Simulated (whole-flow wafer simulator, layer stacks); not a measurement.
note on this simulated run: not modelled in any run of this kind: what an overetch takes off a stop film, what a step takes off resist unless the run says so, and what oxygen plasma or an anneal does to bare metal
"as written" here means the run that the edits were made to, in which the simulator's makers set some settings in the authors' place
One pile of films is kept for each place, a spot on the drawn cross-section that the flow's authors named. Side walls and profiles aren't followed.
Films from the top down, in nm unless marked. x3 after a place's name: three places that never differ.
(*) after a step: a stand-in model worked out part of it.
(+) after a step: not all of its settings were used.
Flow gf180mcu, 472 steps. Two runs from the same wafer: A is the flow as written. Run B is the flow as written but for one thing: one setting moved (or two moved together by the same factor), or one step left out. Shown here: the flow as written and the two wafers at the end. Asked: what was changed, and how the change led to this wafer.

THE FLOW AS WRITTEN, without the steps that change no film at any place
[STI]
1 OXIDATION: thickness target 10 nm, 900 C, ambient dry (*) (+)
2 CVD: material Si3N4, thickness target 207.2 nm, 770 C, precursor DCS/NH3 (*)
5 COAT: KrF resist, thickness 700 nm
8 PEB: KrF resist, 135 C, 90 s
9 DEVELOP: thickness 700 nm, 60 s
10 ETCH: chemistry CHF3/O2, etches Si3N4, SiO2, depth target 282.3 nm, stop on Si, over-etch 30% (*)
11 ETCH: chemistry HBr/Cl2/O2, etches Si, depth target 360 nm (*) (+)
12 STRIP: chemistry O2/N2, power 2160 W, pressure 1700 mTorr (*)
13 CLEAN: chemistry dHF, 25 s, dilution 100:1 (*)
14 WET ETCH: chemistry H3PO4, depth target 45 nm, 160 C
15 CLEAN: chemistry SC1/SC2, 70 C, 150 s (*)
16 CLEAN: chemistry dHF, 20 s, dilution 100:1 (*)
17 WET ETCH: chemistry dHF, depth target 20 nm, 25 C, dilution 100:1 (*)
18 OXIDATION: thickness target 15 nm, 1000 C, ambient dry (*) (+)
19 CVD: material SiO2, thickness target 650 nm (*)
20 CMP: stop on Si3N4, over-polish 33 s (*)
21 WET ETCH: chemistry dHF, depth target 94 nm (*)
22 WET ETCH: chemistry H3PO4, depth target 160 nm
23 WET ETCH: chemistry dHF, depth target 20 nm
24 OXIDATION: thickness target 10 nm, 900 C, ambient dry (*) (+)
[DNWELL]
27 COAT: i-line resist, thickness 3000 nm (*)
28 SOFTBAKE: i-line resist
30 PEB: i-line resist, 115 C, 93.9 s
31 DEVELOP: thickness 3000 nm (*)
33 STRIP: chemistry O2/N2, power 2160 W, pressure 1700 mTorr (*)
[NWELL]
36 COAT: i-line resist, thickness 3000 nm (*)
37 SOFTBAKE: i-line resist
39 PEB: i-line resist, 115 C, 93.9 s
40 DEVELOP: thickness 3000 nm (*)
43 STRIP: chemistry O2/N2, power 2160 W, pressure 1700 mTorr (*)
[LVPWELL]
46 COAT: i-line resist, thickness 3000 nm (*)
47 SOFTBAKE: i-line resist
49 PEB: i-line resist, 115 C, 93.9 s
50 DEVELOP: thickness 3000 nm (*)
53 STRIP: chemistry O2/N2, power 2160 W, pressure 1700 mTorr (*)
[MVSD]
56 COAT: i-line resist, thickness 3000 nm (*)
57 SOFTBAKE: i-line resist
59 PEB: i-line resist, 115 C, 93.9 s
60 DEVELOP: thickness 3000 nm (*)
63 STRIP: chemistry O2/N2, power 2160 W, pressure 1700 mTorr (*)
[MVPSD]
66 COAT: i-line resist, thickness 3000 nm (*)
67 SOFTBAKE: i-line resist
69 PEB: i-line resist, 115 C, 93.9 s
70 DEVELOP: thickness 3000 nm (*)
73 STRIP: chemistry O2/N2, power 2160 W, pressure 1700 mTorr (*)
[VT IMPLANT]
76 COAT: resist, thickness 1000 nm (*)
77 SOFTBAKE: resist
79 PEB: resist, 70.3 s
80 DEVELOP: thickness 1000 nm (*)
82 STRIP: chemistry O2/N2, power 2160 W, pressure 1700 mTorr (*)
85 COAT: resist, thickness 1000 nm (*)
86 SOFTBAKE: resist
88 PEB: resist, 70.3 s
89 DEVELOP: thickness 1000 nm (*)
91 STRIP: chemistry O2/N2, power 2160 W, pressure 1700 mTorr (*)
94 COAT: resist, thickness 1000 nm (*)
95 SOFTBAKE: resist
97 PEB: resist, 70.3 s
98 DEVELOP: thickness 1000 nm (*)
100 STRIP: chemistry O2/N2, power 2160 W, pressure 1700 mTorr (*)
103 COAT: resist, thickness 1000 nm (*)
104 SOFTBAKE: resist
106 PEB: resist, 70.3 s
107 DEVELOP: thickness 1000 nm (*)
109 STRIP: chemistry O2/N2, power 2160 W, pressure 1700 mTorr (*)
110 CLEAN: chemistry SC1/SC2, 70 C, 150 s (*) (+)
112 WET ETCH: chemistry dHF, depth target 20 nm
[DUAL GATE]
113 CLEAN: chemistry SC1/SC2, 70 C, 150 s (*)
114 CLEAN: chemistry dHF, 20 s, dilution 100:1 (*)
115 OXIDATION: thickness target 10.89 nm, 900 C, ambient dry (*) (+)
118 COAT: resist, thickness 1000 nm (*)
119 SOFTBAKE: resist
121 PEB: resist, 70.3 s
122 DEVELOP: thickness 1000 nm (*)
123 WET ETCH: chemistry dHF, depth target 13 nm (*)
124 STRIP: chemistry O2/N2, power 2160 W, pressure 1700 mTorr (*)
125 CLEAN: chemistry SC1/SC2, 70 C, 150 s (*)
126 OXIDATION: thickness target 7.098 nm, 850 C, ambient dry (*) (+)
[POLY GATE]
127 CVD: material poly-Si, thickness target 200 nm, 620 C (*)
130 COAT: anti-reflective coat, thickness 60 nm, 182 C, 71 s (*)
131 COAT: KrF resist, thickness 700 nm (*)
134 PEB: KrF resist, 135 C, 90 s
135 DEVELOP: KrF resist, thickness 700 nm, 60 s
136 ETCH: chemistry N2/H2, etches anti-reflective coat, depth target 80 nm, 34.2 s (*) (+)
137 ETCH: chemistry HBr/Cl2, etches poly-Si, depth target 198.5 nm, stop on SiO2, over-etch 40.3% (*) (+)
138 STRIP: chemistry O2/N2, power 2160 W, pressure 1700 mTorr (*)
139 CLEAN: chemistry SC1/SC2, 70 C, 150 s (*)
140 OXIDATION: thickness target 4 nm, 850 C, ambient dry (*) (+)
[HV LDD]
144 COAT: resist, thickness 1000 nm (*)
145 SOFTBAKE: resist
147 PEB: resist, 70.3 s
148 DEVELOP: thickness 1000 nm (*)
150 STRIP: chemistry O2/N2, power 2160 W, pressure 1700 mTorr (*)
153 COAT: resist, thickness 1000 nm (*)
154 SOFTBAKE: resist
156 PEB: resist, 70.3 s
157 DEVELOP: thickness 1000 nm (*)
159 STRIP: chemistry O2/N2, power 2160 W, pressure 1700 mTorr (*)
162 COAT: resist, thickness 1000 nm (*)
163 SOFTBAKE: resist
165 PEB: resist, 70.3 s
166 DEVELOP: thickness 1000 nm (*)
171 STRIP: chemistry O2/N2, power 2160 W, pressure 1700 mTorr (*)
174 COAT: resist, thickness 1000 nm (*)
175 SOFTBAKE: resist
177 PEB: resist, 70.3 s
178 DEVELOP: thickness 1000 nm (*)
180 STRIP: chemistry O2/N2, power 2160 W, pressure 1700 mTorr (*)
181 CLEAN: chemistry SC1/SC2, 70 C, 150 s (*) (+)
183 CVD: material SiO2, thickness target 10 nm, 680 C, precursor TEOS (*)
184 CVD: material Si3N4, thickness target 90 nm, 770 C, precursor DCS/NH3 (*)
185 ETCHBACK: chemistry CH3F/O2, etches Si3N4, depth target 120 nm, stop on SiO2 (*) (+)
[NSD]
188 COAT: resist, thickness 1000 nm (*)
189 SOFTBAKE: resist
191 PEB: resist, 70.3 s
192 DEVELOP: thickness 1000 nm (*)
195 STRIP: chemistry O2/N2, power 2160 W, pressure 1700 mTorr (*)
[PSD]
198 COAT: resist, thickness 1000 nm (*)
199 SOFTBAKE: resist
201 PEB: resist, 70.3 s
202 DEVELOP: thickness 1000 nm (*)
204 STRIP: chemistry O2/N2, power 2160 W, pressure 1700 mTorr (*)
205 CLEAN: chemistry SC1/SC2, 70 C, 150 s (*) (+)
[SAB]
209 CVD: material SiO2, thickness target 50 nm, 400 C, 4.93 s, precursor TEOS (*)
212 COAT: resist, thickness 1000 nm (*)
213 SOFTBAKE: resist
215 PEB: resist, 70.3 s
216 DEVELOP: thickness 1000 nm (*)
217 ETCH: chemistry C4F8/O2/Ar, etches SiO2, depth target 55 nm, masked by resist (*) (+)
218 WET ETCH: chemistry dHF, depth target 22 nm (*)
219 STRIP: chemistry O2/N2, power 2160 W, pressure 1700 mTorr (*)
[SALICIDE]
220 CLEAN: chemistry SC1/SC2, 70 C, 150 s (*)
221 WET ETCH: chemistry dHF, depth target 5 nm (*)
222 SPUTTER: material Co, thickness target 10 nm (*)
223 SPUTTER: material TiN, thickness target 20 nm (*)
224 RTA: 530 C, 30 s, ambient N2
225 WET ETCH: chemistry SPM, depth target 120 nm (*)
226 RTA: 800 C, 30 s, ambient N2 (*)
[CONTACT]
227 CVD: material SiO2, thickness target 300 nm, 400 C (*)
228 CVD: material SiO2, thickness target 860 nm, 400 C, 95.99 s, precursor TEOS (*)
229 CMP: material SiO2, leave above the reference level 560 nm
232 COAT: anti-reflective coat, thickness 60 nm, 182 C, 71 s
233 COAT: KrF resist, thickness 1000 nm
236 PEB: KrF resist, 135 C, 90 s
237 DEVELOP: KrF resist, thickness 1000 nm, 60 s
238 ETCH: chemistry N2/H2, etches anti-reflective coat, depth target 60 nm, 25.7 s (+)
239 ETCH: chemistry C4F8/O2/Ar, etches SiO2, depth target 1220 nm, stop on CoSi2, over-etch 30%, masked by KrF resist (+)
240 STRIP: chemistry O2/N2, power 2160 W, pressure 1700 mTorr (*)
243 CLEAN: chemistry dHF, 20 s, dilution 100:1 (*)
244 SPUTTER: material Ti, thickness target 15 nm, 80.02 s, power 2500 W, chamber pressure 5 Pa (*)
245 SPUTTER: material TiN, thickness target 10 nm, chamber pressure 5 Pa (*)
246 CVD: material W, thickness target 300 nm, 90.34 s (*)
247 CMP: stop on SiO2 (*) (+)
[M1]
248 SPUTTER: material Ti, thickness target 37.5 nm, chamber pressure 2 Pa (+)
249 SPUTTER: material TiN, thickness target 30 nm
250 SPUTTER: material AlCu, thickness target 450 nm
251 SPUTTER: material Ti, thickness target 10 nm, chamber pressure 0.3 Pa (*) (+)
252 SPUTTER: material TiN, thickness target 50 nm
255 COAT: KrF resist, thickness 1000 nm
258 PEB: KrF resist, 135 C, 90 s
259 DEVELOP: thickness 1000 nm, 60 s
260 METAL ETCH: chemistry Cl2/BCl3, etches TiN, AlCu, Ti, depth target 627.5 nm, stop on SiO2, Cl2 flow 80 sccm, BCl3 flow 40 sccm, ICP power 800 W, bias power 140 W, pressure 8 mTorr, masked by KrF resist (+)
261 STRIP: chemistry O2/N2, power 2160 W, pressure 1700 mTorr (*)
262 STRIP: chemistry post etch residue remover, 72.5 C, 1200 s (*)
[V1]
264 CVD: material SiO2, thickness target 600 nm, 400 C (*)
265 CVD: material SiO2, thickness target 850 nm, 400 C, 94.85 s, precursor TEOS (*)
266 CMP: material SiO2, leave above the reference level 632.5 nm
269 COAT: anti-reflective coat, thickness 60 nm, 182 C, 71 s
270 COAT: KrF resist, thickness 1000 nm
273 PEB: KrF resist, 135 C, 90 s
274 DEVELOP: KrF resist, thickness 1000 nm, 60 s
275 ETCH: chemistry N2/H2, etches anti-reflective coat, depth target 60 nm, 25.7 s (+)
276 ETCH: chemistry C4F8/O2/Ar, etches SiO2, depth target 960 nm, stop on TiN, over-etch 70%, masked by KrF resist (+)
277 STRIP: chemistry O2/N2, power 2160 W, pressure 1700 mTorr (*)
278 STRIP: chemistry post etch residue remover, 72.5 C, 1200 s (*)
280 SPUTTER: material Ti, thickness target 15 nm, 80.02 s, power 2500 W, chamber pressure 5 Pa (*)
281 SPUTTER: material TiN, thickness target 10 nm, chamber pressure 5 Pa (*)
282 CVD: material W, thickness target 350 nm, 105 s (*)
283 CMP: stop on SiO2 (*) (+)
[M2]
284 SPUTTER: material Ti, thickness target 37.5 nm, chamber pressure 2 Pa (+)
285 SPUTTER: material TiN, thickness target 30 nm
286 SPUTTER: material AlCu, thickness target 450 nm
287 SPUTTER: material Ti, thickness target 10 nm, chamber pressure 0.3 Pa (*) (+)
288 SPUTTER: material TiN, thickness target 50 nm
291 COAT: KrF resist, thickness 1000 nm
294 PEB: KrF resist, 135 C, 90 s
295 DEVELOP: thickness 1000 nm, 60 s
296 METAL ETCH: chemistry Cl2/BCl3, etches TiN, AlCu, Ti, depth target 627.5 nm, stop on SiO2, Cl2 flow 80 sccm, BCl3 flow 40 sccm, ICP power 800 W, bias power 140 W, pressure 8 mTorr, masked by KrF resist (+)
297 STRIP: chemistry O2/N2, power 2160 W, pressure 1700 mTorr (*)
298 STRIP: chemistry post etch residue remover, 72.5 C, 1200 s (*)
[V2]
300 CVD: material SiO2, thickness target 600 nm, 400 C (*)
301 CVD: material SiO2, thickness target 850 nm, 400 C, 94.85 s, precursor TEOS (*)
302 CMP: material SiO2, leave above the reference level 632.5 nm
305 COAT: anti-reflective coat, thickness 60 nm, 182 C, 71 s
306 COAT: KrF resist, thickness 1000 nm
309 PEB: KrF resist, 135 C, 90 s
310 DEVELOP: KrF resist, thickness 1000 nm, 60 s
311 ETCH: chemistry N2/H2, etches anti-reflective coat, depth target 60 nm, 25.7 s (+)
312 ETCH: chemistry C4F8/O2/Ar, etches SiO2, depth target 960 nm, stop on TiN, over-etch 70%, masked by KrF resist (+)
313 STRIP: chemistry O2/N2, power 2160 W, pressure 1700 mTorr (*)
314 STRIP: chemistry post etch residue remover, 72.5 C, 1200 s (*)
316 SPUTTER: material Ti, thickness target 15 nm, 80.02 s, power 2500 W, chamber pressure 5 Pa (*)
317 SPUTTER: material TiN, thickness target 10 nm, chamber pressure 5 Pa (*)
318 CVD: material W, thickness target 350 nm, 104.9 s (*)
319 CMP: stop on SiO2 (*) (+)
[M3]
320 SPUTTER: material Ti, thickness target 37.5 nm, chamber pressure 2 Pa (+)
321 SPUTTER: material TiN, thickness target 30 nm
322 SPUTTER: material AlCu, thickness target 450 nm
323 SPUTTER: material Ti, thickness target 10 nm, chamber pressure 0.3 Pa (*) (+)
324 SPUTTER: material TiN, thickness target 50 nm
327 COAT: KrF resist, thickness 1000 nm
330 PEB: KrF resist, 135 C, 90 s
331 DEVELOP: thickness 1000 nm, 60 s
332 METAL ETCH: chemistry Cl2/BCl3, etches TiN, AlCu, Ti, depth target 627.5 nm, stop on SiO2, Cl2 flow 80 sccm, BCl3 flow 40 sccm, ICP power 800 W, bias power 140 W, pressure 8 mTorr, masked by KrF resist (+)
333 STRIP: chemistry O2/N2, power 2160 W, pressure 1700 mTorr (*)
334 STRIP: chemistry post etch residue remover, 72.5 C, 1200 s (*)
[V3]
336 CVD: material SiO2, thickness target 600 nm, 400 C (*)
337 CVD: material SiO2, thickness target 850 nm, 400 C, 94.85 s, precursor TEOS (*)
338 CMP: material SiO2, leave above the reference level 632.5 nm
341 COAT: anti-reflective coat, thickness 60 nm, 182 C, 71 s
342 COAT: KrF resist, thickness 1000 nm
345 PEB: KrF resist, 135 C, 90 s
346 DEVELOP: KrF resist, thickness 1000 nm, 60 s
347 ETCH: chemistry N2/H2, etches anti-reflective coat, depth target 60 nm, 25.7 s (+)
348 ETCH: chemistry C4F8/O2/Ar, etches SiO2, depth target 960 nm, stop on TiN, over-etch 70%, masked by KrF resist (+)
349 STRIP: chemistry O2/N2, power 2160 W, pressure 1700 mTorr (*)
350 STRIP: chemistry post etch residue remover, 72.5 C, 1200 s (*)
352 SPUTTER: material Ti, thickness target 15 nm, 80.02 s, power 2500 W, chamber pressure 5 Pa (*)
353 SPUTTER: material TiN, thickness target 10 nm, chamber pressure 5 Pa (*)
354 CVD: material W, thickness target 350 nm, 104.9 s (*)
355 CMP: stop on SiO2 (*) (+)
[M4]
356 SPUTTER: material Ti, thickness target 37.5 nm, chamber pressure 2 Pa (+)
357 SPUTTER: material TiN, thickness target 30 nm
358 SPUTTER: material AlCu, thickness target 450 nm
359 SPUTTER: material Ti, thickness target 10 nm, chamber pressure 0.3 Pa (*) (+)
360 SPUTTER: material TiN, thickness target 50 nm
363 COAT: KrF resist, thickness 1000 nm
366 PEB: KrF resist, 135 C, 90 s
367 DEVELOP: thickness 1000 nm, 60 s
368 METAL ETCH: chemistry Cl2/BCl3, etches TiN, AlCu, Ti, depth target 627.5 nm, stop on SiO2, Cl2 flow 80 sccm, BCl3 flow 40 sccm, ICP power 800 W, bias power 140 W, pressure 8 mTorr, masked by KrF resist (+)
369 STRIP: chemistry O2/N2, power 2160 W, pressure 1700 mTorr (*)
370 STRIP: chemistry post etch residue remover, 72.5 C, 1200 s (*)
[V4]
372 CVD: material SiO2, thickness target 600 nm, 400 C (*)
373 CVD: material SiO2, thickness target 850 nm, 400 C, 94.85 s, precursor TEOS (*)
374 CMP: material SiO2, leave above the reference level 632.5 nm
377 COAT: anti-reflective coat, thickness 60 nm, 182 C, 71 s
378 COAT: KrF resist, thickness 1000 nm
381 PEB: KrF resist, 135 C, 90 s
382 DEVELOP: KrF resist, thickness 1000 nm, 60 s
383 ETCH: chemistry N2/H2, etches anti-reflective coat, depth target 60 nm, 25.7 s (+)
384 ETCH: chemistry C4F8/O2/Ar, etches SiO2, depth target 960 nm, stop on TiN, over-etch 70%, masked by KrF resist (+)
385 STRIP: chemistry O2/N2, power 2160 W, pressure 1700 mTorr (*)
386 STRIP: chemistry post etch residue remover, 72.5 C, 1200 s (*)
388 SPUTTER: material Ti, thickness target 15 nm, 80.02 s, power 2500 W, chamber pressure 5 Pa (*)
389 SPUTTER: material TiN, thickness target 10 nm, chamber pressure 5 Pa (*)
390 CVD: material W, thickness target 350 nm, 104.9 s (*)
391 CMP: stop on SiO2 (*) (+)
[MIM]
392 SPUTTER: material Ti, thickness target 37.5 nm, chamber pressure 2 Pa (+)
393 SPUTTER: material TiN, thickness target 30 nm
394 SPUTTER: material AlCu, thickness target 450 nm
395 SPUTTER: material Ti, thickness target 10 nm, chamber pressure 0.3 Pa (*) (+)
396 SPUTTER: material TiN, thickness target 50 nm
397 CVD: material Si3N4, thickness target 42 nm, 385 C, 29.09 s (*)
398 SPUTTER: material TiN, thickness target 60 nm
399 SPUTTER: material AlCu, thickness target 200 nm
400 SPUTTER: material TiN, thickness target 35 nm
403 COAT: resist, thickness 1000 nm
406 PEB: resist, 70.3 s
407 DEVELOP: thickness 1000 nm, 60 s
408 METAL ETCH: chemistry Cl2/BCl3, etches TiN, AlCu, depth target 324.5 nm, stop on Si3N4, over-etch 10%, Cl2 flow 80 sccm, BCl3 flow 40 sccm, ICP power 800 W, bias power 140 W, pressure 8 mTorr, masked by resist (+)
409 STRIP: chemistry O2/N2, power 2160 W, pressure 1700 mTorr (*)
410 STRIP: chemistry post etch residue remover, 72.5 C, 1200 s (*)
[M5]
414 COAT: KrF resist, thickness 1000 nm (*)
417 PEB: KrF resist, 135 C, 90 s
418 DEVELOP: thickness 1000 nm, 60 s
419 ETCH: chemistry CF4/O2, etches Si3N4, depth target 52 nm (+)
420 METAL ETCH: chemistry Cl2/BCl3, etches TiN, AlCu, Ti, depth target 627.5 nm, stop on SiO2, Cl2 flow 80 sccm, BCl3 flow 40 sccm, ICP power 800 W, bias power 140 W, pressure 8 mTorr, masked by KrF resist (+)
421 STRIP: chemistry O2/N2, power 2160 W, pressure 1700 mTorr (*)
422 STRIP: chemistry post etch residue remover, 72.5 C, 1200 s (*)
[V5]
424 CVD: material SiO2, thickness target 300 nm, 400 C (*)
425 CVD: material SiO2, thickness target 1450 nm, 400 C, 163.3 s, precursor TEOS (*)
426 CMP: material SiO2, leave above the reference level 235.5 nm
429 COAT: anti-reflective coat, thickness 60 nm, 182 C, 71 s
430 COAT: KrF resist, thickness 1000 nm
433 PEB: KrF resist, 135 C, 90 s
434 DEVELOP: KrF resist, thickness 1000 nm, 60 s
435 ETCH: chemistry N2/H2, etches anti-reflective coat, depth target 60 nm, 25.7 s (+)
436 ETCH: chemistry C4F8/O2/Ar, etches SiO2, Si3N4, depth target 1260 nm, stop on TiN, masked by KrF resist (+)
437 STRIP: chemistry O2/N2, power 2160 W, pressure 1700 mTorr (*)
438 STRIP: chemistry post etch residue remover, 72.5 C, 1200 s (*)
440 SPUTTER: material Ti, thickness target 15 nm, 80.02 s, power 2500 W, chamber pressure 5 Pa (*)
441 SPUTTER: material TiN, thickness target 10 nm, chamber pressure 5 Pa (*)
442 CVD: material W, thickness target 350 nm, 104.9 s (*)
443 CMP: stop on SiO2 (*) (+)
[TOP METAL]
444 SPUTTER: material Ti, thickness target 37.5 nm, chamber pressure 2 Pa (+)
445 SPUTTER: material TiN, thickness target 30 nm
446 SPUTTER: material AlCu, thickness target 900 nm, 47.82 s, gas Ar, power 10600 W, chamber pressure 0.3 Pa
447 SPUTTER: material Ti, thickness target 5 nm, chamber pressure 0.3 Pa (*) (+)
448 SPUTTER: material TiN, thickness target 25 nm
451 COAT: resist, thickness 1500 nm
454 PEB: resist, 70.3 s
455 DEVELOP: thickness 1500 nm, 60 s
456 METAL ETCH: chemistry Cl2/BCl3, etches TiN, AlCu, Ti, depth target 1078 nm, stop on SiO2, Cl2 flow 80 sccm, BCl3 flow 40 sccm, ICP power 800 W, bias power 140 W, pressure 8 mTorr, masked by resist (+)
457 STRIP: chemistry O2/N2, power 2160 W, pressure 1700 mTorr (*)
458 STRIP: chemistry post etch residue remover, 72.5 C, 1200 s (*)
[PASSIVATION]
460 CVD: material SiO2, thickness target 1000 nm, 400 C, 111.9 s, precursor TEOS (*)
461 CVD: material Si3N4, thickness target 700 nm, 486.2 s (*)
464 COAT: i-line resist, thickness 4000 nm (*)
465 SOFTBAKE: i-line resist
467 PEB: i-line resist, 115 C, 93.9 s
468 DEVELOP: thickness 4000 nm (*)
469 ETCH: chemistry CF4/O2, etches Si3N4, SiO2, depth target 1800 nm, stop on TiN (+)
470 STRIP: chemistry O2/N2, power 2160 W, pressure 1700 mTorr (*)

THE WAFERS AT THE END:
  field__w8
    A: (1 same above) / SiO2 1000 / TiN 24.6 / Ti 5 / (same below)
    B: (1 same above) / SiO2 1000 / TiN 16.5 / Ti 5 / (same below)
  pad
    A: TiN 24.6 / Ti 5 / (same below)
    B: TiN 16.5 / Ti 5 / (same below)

The cause: step 448, SPUTTER: thickness target 16.9 nm was run, where the flow has thickness target 25 nm.

How the change led to this, step by step:
  448 SPUTTER: material TiN, thickness target 25 nm
      field, field__w1, field__w2 and 109 more: A TiN +25 (new film) | B TiN +16.9 (new film)
  456 METAL ETCH: chemistry Cl2/BCl3, etches TiN, AlCu, Ti, depth target 1078 nm, stop on SiO2, Cl2 flow 80 sccm, BCl3 flow 40 sccm, ICP power 800 W, bias power 140 W, pressure 8 mTorr, masked by resist (+)
      field, field__w1, field__w2 and 103 more: A TiN -25 (all of it), Ti -5 (all of it), AlCu -900 (all of it), TiN -30 (all of it), Ti -37.5 (all of it) | B TiN -16.9 (all of it), Ti -5 (all of it), AlCu -900 (all of it), TiN -30 (all of it), Ti -37.5 (all of it)
